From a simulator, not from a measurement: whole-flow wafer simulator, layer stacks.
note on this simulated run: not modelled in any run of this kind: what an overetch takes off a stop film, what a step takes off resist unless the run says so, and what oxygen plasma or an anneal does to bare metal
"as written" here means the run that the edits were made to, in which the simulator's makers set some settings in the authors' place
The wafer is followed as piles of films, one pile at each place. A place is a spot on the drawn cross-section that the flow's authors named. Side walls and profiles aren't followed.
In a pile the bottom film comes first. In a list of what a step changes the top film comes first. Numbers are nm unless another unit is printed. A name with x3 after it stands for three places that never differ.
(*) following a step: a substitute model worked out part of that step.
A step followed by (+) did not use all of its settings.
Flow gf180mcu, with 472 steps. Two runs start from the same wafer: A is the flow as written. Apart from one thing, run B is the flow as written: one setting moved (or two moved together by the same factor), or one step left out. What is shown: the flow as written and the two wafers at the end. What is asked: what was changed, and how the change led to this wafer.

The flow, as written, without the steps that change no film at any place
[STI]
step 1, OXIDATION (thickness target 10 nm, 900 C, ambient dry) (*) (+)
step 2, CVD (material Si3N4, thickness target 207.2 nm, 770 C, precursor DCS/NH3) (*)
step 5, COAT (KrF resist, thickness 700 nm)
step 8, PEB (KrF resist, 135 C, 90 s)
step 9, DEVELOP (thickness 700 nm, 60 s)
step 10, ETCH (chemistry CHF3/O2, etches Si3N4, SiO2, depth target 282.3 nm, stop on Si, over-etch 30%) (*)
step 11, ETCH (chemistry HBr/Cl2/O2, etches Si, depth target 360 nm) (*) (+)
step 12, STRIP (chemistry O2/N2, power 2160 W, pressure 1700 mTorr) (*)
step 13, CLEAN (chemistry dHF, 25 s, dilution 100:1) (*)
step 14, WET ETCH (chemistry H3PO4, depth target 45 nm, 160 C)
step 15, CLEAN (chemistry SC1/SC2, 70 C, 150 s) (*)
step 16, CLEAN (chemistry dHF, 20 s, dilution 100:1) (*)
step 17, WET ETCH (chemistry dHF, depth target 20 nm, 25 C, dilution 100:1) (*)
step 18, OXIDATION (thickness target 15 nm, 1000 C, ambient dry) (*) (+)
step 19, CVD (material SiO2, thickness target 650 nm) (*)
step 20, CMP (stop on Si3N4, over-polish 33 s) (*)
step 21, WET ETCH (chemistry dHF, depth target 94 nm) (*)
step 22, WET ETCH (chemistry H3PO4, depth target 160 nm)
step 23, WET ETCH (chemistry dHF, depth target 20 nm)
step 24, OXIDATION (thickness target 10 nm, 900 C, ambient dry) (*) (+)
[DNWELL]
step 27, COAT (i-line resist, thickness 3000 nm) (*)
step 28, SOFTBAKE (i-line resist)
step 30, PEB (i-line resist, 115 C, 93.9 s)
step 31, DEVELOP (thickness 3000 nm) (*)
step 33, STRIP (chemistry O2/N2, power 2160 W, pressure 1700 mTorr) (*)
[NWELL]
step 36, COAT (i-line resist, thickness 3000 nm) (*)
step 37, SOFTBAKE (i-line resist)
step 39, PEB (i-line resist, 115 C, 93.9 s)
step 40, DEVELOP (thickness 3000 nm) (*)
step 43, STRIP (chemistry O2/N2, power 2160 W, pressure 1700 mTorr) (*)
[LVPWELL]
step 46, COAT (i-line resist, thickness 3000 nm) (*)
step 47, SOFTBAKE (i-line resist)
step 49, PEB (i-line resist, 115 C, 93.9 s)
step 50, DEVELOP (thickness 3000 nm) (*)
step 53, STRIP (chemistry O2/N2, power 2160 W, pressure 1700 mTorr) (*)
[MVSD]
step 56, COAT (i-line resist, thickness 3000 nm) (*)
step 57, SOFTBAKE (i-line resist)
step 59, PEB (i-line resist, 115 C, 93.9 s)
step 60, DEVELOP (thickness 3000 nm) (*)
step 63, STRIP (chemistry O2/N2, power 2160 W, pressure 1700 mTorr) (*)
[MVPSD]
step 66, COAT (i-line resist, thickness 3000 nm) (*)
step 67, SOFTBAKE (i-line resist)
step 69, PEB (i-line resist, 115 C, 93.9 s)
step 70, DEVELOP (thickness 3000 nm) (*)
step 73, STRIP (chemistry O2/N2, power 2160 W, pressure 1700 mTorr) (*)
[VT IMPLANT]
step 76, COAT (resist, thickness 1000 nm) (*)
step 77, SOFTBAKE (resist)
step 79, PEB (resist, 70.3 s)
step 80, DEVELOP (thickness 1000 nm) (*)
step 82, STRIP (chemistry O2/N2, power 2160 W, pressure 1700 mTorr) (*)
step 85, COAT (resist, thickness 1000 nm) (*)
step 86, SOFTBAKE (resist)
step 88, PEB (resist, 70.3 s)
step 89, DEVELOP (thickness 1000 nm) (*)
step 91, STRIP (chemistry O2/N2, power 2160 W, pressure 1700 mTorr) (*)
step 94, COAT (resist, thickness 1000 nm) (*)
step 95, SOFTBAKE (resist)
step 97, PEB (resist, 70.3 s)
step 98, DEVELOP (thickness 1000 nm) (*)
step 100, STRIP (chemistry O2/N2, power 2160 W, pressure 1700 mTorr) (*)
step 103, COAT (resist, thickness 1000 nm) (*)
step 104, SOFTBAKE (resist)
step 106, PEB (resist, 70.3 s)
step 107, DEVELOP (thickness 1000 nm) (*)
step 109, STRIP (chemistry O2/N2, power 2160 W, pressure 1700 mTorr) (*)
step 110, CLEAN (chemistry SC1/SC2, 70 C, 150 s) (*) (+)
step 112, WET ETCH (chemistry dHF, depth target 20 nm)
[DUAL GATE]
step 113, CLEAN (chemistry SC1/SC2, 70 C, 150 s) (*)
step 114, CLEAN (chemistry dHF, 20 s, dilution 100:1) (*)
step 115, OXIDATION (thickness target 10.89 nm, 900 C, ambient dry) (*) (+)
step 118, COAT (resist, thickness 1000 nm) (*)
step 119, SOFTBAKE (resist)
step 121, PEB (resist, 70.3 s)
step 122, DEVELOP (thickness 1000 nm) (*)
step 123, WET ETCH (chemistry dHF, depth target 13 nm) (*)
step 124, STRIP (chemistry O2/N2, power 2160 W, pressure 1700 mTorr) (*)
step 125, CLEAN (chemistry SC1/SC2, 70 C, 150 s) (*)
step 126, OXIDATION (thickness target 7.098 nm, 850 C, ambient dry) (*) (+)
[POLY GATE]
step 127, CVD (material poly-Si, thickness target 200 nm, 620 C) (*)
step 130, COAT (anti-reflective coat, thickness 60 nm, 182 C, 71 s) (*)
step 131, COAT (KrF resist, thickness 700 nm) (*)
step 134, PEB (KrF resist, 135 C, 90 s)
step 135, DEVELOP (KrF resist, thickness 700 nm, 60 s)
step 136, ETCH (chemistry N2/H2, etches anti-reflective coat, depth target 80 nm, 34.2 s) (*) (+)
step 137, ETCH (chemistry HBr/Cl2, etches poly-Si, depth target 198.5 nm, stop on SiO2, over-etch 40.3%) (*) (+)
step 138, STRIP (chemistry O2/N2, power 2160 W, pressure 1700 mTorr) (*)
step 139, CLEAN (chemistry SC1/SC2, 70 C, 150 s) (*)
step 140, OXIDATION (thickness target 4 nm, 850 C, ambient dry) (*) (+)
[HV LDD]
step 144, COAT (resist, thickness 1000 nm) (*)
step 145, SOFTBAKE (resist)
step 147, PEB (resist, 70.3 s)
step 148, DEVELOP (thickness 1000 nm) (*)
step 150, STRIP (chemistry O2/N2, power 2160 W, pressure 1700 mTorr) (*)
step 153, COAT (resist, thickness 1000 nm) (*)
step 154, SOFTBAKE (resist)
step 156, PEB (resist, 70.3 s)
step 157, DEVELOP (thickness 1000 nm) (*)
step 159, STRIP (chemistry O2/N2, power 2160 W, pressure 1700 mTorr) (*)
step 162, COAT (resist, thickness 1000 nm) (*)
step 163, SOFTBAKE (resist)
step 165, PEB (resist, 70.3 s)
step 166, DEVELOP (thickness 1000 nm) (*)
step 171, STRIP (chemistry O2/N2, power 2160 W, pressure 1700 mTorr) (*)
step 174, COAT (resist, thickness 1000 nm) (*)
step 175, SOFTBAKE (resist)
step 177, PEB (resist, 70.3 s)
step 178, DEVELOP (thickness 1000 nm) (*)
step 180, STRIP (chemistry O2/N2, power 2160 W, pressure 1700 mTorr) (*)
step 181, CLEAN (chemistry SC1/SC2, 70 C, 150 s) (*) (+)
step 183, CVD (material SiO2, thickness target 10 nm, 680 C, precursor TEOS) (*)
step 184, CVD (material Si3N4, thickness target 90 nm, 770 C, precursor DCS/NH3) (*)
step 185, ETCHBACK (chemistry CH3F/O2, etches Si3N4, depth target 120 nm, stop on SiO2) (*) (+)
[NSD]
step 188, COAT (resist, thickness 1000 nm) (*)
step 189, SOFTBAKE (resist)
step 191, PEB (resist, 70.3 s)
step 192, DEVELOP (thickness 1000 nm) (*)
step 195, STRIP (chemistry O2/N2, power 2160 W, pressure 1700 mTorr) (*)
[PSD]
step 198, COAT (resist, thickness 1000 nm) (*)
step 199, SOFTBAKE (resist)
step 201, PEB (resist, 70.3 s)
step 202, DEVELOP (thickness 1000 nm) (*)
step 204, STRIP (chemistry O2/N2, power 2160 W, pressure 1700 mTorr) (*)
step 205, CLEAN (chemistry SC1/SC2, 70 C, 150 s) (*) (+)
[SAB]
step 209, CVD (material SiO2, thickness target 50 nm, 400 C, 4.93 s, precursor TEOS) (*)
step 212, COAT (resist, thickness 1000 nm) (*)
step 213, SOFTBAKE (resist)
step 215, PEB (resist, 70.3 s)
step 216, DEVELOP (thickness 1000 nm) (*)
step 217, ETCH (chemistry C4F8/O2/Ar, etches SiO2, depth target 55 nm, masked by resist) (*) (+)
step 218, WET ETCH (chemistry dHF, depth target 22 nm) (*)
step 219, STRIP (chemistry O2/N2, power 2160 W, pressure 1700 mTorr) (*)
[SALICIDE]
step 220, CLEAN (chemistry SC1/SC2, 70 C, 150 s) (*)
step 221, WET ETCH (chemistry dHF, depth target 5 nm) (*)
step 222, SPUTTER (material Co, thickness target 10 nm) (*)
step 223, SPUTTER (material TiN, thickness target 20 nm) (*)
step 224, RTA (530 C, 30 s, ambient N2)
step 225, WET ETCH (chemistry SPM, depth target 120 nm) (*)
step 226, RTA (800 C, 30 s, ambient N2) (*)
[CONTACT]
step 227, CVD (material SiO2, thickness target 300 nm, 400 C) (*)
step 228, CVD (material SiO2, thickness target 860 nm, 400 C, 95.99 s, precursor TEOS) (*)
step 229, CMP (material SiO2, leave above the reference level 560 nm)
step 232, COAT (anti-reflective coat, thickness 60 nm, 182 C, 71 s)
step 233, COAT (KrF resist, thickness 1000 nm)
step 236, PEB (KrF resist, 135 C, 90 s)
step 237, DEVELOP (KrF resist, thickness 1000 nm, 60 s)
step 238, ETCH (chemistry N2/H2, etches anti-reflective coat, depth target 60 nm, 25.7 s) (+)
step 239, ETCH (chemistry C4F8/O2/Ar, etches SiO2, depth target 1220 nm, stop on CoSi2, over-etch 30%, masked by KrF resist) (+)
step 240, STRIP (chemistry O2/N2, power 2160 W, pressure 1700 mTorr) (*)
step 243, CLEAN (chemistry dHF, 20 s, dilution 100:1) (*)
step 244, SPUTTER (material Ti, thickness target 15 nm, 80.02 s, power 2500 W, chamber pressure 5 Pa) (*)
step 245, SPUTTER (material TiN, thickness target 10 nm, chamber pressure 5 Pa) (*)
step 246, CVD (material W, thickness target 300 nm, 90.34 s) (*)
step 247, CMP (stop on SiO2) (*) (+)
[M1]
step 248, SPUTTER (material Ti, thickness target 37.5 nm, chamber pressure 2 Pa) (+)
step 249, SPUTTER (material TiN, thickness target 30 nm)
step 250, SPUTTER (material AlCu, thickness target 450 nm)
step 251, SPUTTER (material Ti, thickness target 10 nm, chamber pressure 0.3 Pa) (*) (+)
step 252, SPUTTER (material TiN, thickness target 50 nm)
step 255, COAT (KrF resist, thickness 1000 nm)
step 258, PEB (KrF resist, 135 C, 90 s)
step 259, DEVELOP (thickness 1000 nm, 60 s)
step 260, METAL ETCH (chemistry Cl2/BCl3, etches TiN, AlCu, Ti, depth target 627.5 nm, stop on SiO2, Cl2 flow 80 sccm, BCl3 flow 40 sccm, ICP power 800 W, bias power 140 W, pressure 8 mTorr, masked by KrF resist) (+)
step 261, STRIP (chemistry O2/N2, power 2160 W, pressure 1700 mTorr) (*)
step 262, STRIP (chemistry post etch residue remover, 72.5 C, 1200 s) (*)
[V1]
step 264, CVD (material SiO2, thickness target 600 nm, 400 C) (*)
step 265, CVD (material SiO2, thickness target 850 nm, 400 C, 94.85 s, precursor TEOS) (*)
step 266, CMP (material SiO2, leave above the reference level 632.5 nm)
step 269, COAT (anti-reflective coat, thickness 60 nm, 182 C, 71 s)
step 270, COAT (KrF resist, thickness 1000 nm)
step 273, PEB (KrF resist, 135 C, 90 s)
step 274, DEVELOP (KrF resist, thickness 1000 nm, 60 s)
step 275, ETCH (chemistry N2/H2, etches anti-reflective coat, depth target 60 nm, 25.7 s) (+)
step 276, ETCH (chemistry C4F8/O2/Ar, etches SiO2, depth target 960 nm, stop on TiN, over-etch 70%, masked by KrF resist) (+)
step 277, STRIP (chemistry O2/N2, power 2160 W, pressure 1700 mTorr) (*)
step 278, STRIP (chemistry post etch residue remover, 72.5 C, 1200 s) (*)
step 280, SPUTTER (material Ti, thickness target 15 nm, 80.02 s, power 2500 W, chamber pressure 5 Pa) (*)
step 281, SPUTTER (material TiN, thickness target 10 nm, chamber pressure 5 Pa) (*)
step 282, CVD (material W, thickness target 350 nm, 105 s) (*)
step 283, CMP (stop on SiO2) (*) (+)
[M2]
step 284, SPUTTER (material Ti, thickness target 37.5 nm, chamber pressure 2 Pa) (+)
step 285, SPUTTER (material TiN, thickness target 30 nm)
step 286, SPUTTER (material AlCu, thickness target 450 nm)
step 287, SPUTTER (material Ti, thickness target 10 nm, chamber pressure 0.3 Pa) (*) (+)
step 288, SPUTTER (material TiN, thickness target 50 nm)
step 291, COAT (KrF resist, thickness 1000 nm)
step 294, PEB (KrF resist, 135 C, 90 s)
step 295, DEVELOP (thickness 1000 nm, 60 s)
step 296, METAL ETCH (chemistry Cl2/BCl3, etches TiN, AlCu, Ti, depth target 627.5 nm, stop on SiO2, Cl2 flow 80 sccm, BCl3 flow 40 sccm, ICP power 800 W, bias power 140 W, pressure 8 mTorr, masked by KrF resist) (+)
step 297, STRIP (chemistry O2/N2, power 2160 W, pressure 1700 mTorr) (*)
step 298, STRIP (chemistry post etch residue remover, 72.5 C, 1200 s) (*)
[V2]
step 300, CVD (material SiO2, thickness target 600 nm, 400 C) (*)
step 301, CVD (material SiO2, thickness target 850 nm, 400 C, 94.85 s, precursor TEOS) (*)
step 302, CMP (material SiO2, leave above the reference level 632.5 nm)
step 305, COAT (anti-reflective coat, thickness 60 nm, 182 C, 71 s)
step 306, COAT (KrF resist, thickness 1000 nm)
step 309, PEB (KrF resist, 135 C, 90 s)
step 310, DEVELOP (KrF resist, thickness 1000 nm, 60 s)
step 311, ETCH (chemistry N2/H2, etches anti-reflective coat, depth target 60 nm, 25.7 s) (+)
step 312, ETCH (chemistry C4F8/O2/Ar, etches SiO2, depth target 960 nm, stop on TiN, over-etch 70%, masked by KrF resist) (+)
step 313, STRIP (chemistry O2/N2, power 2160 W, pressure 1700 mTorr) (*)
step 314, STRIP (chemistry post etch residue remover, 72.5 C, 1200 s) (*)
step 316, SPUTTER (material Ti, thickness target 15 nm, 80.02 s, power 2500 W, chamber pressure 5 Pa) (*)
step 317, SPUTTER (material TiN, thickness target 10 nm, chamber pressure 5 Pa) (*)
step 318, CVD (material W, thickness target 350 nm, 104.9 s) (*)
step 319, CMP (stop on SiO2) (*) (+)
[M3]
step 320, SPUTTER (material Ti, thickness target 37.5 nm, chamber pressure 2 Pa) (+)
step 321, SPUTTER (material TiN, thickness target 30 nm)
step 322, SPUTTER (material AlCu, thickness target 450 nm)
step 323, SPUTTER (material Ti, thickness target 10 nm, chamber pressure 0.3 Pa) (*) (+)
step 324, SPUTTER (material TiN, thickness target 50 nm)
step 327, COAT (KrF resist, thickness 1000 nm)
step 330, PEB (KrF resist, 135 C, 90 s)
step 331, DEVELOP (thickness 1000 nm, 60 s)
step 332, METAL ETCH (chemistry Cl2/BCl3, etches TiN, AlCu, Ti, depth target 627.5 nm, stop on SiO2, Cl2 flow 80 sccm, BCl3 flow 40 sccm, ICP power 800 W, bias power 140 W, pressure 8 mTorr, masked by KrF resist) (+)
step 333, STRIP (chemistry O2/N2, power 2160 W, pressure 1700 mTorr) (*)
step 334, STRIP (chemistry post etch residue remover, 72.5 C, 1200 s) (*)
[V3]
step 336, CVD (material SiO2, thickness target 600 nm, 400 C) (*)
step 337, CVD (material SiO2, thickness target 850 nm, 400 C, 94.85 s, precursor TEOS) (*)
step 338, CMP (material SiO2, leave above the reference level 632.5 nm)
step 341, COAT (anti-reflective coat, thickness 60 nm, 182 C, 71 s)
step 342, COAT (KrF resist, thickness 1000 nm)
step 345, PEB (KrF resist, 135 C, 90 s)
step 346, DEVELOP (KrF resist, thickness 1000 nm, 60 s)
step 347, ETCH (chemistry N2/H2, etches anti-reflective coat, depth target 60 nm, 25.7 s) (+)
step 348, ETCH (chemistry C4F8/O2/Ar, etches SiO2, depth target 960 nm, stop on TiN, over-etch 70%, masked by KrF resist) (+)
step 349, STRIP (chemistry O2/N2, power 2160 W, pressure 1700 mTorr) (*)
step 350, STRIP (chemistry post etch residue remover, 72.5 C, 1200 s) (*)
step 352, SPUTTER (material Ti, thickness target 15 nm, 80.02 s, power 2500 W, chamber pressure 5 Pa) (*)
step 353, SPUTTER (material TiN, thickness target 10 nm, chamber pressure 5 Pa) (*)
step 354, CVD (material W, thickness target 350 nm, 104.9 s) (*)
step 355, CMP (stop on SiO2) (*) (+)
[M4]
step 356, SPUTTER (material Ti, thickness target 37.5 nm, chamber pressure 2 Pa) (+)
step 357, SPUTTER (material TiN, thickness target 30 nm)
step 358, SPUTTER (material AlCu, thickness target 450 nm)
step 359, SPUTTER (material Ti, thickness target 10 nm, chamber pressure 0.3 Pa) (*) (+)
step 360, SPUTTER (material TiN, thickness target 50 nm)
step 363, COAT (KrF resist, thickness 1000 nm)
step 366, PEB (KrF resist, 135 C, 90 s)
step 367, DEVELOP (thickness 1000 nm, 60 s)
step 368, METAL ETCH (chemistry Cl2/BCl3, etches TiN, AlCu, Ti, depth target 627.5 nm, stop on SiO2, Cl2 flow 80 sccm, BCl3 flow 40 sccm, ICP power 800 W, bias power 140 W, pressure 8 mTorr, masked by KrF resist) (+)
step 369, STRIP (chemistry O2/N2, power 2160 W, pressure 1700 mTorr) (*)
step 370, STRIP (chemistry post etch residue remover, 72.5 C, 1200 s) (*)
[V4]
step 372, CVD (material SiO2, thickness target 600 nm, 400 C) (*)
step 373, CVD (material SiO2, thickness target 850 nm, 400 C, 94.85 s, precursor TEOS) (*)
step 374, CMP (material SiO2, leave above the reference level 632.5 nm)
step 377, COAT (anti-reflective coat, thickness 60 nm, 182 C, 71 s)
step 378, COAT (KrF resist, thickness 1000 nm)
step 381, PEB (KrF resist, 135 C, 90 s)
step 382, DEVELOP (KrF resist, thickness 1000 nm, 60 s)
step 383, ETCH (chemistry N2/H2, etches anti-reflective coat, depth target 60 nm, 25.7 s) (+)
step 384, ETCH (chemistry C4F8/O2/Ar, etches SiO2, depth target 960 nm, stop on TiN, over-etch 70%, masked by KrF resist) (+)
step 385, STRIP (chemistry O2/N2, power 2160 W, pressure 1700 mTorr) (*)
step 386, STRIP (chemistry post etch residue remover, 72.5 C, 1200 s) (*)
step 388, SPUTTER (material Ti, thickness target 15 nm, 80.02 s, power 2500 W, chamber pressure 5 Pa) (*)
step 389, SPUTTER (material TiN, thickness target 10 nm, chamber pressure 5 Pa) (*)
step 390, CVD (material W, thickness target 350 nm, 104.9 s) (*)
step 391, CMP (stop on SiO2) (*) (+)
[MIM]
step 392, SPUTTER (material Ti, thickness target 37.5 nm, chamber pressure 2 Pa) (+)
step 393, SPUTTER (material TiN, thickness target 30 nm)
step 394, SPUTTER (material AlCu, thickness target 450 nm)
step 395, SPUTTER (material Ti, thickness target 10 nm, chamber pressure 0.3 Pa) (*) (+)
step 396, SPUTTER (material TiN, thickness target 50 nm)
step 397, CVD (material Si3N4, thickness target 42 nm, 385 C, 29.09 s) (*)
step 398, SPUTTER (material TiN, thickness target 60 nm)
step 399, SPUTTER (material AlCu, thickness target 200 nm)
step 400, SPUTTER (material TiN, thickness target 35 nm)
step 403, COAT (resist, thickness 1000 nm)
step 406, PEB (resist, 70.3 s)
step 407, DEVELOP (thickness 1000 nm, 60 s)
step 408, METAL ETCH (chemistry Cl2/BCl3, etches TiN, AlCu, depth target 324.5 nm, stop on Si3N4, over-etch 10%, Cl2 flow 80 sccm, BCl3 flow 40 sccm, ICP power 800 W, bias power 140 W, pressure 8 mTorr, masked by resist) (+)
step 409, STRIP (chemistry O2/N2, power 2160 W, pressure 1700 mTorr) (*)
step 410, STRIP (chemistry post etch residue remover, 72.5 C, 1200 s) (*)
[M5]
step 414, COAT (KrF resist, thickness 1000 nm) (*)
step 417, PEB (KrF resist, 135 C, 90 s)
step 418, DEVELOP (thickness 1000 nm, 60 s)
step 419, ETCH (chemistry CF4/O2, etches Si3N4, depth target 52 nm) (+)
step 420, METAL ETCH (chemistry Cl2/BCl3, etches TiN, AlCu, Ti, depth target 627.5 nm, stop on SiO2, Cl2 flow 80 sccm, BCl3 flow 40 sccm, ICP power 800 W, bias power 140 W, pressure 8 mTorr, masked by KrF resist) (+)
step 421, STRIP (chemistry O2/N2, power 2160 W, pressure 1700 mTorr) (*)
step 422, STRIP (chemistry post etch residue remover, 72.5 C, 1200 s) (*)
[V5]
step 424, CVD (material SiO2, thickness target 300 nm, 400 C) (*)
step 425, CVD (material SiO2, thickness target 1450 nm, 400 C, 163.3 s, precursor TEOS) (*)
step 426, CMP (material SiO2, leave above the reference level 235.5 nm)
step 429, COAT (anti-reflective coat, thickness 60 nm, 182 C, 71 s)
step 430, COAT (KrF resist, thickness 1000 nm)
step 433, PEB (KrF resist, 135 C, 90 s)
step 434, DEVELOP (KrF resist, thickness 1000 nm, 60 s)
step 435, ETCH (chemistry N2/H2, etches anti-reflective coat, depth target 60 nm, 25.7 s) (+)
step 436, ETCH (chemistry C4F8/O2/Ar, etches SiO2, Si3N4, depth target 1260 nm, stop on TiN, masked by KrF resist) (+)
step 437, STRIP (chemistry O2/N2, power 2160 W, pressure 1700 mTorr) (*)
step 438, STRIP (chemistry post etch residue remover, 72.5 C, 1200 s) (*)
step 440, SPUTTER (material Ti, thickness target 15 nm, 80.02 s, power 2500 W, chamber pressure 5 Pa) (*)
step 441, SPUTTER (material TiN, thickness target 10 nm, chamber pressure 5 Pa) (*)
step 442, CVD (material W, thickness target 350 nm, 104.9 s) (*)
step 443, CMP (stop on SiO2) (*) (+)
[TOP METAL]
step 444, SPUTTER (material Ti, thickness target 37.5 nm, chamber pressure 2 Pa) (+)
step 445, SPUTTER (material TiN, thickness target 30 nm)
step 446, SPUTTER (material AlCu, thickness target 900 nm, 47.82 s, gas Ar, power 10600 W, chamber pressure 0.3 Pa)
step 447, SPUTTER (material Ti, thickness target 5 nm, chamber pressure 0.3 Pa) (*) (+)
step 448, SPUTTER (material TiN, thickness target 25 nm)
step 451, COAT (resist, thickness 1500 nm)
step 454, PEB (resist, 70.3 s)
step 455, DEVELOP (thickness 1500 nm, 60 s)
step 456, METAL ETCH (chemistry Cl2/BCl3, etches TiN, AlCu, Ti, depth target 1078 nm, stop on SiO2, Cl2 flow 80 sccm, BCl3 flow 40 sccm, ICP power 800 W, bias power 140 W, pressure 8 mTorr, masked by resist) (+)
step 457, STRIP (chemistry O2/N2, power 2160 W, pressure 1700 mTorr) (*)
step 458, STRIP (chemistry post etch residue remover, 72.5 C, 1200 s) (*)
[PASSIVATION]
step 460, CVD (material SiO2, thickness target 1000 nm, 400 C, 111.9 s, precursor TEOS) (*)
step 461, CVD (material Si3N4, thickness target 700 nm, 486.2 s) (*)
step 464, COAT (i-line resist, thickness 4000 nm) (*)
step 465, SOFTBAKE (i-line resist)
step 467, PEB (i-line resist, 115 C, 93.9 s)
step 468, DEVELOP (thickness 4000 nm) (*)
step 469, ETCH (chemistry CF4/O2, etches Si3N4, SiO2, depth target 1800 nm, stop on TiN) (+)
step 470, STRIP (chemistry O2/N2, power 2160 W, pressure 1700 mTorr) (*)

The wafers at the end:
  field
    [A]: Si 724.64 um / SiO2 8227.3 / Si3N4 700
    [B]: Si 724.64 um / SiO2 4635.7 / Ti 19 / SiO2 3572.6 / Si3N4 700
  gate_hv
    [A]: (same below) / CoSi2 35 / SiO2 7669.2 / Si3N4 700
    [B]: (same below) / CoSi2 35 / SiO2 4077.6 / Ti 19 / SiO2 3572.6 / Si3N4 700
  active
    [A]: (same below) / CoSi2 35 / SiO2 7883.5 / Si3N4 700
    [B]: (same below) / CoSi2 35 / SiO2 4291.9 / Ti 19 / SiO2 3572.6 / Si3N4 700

Cause: step 368, METAL ETCH: depth target 558.5 nm was run, while the flow as written has depth target 627.5 nm.

Step by step, how the change led to this:
  step 368, METAL ETCH (chemistry Cl2/BCl3, etches TiN, AlCu, Ti, depth target 627.5 nm, stop on SiO2, Cl2 flow 80 sccm, BCl3 flow 40 sccm, ICP power 800 W, bias power 140 W, pressure 8 mTorr, masked by KrF resist) (+)
      field, field__w1, field__w2 and 103 more: A TiN loses 50 (all of it), Ti loses 10 (all of it), AlCu loses 450 (all of it), TiN loses 30 (all of it), Ti loses 37.5 (all of it) | B TiN loses 50 (all of it), Ti loses 10 (all of it), AlCu loses 450 (all of it), TiN loses 30 (all of it), Ti loses 18.5
      field__w8, contact, m1, m1__w1, m1_nw: A KrF resist loses 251 | B KrF resist loses 223.4
  step 369, STRIP (chemistry O2/N2, power 2160 W, pressure 1700 mTorr) (*)
      field__w8, contact, m1, m1__w1, m1_nw: A KrF resist loses 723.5 (all of it) | B KrF resist loses 751.1 (all of it)
  step 372, CVD (material SiO2, thickness target 600 nm, 400 C) (*)
      field, field__w1, field__w2 and 103 more: A SiO2 gains 600 | B SiO2 gains 600 (new film)
  step 374, CMP (material SiO2, leave above the reference level 632.5 nm)
      field, field__w1, field__w2 and 103 more: A SiO2 loses 300 | B SiO2 loses 319
If metal films that touch count as one body, field has 1 body; the flow as written gives 0 bodies.
If metal films that touch count as one body, gate_hv has 2 bodies (between them, from the top down: SiO2 4077.6); the flow as written gives 1 body.
If metal films that touch count as one body, active has 2 bodies (between them, from the top down: SiO2 4291.9); the flow as written gives 1 body.
